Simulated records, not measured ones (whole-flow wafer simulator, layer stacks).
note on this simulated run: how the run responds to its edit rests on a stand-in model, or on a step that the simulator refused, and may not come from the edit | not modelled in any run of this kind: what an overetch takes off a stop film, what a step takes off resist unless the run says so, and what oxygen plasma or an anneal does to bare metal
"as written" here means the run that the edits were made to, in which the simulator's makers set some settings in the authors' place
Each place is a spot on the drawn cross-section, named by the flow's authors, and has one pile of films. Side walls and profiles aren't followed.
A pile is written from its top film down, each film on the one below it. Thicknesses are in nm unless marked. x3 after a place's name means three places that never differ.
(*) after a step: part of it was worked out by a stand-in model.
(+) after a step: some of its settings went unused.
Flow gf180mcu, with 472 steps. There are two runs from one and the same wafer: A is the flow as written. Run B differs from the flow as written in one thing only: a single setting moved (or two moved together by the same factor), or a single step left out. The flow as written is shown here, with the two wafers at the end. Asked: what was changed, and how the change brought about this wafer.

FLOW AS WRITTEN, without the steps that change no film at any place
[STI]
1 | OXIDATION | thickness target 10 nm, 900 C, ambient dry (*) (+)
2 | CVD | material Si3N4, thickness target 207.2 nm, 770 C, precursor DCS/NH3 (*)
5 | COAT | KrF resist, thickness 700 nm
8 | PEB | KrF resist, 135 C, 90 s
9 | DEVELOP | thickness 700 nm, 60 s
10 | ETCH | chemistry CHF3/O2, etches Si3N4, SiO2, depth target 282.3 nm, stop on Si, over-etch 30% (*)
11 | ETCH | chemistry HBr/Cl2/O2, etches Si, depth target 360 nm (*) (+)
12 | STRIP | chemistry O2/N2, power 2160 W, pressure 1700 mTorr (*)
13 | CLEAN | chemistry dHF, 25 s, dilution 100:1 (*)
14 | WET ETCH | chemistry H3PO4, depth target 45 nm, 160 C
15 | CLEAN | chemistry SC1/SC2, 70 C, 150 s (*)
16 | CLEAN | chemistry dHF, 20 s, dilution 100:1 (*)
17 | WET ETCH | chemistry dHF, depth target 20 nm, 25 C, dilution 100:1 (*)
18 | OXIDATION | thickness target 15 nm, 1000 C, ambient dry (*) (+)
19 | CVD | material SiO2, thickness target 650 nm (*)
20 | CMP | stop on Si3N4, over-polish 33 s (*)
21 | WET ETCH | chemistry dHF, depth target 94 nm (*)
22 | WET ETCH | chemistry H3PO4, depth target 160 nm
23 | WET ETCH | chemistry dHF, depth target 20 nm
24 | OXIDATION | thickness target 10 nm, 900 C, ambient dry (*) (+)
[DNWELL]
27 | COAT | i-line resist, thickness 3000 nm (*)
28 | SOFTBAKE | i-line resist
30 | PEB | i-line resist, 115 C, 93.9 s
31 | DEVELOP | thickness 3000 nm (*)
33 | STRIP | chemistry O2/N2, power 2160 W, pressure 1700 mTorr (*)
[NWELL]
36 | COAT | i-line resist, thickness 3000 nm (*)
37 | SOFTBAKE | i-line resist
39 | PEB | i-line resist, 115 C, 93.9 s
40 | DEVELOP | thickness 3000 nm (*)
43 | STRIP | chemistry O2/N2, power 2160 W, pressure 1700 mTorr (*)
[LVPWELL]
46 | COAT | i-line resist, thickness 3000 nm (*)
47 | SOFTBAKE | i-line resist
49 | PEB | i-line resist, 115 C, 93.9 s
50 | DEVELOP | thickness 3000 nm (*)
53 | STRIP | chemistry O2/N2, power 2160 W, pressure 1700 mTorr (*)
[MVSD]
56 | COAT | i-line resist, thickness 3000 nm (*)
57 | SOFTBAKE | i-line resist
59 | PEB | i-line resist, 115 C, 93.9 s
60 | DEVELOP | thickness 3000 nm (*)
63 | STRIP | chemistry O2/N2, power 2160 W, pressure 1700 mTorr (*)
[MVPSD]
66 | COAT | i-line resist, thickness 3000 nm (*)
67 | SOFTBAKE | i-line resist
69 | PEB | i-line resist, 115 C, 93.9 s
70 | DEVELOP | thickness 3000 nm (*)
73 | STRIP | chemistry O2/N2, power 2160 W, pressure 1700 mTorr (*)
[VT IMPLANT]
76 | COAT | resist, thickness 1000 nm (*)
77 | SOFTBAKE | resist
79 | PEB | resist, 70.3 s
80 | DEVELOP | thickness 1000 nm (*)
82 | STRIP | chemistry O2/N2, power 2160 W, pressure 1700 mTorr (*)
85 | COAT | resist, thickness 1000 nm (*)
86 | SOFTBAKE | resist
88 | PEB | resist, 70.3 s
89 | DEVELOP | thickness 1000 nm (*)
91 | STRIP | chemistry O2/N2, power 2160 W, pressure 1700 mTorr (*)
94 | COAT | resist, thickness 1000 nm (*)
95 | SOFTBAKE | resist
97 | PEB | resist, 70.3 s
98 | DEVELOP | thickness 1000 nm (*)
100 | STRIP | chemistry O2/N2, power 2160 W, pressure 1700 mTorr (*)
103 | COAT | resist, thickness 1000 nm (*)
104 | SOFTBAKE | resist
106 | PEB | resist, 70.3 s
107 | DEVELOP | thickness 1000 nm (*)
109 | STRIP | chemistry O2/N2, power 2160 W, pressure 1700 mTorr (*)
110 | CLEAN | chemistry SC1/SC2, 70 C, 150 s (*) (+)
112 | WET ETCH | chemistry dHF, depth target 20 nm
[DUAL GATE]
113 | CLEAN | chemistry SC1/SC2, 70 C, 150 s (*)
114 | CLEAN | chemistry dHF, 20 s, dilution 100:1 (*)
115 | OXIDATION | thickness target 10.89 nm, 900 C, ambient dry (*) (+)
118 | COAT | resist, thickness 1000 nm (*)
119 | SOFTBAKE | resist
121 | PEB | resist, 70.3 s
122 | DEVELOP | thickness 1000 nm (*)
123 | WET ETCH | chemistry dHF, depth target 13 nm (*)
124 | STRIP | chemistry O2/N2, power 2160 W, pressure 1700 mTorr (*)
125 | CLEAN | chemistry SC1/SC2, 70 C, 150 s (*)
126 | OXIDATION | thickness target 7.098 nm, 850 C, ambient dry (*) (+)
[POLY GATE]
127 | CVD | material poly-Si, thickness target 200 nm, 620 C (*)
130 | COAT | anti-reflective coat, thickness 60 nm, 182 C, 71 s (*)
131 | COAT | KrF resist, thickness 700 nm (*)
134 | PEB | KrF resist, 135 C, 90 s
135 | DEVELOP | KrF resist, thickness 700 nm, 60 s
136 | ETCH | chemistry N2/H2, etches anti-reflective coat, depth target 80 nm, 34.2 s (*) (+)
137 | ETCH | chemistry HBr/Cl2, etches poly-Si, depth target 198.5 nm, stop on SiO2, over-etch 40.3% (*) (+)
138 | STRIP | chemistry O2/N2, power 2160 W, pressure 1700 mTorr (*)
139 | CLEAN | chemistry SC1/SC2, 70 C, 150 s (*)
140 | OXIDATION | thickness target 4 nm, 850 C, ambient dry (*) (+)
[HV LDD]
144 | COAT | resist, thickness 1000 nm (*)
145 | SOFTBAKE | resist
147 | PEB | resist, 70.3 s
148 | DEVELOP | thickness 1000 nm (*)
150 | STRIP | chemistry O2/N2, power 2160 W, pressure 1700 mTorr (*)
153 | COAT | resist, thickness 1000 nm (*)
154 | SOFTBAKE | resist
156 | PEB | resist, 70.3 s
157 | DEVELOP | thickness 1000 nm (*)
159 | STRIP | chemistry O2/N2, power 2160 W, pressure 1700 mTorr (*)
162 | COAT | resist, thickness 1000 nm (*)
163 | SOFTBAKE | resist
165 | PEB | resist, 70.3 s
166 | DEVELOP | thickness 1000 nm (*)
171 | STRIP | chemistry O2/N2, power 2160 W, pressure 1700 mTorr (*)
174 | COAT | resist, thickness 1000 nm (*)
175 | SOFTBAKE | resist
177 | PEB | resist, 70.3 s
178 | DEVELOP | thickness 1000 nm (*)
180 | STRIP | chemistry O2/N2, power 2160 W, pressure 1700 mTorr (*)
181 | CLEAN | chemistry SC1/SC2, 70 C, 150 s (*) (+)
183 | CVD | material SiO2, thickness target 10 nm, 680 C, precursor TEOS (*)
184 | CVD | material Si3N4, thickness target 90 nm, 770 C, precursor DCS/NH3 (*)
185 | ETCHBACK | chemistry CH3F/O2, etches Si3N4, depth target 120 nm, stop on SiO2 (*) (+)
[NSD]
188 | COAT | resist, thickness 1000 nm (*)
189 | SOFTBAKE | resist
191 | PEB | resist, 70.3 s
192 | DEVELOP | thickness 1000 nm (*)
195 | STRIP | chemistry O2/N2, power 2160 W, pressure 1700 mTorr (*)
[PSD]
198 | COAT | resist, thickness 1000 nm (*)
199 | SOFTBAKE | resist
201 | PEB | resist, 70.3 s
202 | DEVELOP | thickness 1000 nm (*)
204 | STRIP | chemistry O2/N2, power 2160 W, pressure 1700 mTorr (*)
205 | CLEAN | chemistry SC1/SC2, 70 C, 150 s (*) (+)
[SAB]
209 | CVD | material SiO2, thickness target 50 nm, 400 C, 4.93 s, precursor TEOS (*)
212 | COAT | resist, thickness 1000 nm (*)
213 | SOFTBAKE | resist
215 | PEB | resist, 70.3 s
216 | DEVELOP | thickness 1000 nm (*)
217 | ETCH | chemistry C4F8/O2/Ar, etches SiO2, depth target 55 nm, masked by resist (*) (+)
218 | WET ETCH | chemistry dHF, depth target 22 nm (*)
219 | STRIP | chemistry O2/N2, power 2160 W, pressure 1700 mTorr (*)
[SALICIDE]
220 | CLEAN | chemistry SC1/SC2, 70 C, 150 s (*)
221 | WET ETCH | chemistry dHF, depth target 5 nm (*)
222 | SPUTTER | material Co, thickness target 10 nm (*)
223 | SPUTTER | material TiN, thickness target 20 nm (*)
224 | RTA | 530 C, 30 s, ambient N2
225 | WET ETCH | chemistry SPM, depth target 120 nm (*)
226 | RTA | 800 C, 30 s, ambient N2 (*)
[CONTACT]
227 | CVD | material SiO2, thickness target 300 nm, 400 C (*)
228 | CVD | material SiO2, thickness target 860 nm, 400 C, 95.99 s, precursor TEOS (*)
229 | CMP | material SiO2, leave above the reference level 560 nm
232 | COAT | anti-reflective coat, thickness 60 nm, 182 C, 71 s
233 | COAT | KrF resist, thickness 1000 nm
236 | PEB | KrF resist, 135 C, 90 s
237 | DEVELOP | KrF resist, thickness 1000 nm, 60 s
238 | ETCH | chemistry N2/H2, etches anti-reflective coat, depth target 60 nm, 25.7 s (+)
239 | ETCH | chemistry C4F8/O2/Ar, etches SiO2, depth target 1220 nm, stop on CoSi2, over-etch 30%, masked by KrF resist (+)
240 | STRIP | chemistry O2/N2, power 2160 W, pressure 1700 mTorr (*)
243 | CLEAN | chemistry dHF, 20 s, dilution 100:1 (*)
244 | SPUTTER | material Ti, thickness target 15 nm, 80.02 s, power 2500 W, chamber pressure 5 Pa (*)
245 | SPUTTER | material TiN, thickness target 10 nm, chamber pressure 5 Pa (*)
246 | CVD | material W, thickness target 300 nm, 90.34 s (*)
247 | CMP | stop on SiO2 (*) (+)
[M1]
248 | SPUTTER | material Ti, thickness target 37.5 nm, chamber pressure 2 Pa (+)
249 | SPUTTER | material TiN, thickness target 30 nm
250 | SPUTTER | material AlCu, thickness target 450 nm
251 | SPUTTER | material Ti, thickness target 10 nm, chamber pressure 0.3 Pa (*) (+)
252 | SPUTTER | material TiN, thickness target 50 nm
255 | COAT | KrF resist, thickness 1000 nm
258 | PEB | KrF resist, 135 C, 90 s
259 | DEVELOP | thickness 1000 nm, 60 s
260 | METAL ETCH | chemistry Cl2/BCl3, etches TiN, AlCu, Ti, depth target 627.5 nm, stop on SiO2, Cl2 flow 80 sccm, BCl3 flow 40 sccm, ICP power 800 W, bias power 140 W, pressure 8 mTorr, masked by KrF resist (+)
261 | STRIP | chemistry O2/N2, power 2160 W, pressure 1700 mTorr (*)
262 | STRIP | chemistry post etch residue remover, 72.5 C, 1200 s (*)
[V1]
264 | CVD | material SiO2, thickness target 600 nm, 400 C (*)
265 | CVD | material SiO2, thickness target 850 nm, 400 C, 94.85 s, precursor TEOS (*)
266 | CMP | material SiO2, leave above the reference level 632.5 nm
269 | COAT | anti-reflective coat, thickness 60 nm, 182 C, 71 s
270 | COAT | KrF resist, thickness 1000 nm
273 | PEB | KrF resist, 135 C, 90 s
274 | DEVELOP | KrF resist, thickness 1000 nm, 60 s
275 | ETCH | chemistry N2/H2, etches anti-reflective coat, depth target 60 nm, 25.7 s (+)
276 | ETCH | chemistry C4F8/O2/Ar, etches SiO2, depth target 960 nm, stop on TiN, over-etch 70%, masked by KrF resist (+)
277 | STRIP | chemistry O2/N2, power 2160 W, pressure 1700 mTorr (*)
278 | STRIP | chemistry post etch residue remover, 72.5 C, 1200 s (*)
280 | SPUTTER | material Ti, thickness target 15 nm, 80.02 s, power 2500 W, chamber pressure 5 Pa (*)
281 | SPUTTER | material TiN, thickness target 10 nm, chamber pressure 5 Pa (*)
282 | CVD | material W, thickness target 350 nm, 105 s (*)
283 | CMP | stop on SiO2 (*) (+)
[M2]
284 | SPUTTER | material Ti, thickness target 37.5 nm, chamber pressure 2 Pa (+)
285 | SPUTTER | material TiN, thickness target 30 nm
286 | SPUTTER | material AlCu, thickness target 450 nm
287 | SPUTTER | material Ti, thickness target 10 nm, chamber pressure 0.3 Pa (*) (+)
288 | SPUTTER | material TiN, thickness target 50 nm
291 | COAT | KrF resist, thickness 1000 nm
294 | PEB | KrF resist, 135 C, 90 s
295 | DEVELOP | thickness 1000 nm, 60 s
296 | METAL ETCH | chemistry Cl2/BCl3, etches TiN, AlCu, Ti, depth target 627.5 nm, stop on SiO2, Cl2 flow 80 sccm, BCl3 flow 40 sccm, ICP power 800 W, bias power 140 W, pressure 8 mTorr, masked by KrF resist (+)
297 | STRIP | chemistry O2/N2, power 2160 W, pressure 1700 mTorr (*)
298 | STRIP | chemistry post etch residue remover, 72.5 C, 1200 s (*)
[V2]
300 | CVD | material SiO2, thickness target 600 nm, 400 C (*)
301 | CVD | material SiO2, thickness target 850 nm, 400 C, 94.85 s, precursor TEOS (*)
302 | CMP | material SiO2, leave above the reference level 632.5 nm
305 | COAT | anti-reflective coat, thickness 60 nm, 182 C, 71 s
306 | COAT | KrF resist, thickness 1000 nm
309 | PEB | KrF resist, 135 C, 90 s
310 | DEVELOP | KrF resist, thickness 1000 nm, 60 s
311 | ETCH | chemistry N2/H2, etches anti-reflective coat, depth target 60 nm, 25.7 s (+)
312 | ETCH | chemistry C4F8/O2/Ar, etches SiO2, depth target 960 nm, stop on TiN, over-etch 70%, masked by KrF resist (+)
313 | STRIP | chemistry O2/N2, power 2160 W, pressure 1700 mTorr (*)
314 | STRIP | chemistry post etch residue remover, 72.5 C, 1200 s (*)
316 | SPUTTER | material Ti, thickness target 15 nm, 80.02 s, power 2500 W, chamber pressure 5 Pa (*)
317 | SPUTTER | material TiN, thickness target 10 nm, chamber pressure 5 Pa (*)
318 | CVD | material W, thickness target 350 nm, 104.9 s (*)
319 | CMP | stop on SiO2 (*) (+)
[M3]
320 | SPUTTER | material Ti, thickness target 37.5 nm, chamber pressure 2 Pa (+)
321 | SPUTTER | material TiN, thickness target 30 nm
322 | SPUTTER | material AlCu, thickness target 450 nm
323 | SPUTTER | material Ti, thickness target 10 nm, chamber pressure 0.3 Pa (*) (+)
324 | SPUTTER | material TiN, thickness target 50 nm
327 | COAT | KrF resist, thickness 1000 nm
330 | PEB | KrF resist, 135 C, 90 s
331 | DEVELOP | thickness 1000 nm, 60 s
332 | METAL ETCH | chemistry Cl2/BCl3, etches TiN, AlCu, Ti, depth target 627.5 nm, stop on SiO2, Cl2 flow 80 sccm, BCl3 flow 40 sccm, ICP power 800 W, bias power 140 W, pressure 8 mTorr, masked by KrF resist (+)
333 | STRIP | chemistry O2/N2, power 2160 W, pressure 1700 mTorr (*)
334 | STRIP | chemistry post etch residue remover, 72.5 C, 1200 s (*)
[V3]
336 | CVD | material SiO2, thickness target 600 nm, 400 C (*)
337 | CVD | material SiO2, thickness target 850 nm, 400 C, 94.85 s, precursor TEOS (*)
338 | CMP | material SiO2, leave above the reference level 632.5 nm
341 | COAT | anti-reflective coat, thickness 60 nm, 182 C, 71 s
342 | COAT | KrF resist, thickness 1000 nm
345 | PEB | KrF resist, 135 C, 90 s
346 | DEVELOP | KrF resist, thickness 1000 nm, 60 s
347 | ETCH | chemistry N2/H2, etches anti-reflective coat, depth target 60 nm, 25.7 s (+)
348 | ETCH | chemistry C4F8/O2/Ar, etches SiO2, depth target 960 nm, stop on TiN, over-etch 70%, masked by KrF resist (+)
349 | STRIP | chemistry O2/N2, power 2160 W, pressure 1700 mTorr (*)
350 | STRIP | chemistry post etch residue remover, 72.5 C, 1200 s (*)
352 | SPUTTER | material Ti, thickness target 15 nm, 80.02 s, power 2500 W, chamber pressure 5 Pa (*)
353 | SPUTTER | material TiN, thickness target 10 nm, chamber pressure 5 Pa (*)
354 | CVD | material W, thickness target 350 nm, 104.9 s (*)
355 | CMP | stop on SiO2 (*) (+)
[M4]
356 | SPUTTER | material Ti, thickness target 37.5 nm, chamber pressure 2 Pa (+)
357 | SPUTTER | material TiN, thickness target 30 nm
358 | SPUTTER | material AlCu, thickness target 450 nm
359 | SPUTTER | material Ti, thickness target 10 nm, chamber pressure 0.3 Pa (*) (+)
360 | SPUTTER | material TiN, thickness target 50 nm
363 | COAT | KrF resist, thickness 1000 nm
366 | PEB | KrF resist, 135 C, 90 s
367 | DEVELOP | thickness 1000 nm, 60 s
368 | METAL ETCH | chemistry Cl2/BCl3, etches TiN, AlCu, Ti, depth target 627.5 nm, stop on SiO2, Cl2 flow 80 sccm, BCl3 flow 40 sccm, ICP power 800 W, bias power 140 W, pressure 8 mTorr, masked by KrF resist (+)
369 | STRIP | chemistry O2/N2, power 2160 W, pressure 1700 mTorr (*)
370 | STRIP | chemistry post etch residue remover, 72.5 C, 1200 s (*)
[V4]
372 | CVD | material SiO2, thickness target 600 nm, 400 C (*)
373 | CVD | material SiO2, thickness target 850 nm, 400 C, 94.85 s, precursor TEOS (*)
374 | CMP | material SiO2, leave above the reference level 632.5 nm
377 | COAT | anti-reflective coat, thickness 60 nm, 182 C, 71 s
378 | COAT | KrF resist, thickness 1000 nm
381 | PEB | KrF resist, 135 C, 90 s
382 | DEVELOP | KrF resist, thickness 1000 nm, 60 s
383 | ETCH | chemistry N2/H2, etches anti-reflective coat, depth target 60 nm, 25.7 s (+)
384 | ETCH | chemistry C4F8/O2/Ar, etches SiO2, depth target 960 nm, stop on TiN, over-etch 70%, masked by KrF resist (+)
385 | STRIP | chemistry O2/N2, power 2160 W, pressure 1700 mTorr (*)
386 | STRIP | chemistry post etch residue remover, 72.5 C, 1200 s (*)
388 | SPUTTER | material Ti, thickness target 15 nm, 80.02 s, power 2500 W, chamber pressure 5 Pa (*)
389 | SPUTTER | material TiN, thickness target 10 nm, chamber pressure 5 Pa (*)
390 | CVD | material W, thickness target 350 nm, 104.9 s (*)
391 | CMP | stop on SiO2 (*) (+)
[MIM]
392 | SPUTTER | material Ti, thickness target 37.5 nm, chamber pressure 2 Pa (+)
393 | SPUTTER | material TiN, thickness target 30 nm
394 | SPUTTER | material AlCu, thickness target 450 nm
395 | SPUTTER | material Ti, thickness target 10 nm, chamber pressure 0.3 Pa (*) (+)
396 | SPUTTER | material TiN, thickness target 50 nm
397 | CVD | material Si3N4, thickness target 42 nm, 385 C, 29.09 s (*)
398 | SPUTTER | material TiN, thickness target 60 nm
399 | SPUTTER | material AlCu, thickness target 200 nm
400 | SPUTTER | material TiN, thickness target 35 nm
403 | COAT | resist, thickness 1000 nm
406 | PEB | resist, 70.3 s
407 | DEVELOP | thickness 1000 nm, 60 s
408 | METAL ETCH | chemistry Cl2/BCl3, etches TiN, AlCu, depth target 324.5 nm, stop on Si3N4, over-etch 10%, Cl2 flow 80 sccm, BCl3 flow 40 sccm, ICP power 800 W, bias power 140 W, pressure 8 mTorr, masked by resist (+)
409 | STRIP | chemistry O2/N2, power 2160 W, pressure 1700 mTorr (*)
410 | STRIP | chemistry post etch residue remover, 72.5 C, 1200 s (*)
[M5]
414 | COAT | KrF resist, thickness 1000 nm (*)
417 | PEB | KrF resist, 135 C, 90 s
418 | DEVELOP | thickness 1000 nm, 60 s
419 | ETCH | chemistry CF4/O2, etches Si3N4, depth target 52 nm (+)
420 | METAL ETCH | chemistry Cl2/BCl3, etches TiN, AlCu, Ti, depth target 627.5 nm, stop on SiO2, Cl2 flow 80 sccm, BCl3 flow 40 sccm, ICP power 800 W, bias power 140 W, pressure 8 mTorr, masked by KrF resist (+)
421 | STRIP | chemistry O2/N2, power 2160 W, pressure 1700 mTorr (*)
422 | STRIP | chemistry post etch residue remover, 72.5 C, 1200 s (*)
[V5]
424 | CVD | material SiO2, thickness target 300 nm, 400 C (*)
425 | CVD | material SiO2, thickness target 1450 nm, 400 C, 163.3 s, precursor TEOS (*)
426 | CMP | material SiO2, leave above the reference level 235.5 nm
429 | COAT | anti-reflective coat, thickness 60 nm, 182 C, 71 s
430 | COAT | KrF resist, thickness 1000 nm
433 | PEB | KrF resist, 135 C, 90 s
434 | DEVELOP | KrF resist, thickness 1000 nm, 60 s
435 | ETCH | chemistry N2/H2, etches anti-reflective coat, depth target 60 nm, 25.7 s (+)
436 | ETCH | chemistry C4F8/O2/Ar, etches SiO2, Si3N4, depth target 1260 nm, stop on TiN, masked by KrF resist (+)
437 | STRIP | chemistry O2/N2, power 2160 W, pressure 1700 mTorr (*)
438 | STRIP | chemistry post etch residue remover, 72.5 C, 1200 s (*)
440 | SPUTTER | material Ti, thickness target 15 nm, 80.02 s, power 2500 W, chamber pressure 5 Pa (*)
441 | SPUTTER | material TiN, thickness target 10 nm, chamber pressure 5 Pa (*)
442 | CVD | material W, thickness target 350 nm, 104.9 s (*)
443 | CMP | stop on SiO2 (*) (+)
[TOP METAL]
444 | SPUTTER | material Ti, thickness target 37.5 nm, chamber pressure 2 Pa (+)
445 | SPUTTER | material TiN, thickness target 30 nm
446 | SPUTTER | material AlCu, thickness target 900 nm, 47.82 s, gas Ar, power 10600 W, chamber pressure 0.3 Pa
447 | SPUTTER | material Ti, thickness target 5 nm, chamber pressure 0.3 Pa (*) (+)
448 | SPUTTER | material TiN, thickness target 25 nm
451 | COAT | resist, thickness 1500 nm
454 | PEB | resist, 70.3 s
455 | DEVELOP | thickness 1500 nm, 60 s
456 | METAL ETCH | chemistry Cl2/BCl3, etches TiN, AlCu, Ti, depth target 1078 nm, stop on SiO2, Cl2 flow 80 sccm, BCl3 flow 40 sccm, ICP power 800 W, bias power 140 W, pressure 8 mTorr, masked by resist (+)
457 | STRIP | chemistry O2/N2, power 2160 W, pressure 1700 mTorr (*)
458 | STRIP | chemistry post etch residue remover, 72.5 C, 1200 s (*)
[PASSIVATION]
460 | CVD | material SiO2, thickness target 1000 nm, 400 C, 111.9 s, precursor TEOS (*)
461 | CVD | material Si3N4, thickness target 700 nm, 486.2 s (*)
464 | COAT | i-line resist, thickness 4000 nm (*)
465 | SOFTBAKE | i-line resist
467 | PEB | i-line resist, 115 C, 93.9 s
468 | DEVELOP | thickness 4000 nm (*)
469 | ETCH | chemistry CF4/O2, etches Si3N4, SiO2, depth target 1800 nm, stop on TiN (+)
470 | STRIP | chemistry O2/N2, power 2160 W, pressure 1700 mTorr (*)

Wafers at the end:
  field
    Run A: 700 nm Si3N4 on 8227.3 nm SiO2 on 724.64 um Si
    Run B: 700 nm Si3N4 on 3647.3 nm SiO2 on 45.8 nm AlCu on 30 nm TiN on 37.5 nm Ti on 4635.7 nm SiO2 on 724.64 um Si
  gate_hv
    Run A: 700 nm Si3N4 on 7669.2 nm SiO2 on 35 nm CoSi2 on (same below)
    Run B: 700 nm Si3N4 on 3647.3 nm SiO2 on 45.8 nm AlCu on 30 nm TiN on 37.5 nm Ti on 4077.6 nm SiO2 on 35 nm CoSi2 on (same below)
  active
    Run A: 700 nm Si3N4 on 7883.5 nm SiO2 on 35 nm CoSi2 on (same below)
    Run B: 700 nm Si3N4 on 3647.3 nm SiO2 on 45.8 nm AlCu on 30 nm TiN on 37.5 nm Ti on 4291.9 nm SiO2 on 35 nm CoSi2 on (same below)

What caused this: step 358, SPUTTER: thickness target 619 nm was run, whereas the flow has thickness target 450 nm.

How this came from the change, step by step:
  358 | SPUTTER | material AlCu, thickness target 450 nm
      field, field__w1, field__w2 and 108 more: A +450 AlCu (new film) | B +619 AlCu (new film)
  368 | METAL ETCH | chemistry Cl2/BCl3, etches TiN, AlCu, Ti, depth target 627.5 nm, stop on SiO2, Cl2 flow 80 sccm, BCl3 flow 40 sccm, ICP power 800 W, bias power 140 W, pressure 8 mTorr, masked by KrF resist (+)
      field, field__w1, field__w2 and 103 more: A -50 TiN (all of it), -10 Ti (all of it), -450 AlCu (all of it), -30 TiN (all of it), -37.5 Ti (all of it) | B -50 TiN (all of it), -10 Ti (all of it), -567.5 AlCu
  370 | STRIP | chemistry post etch residue remover, 72.5 C, 1200 s (*)
      field, field__w1, field__w2 and 103 more: A nothing | B -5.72 AlCu
  372 | CVD | material SiO2, thickness target 600 nm, 400 C (*)
      field, field__w1, field__w2 and 103 more: A +600 SiO2 | B +600 SiO2 (new film)
  374 | CMP | material SiO2, leave above the reference level 632.5 nm
      field, field__w1, field__w2 and 103 more: A -300 SiO2 | B -244.3 SiO2
With metal films that touch counted as one body, field has 1 body; the flow as written gives 0 bodies.
With metal films that touch counted as one body, gate_hv has 2 bodies (between them, from the top down: SiO2 4077.6); the flow as written gives 1 body.
With metal films that touch counted as one body, active has 2 bodies (between them, from the top down: SiO2 4291.9); the flow as written gives 1 body.
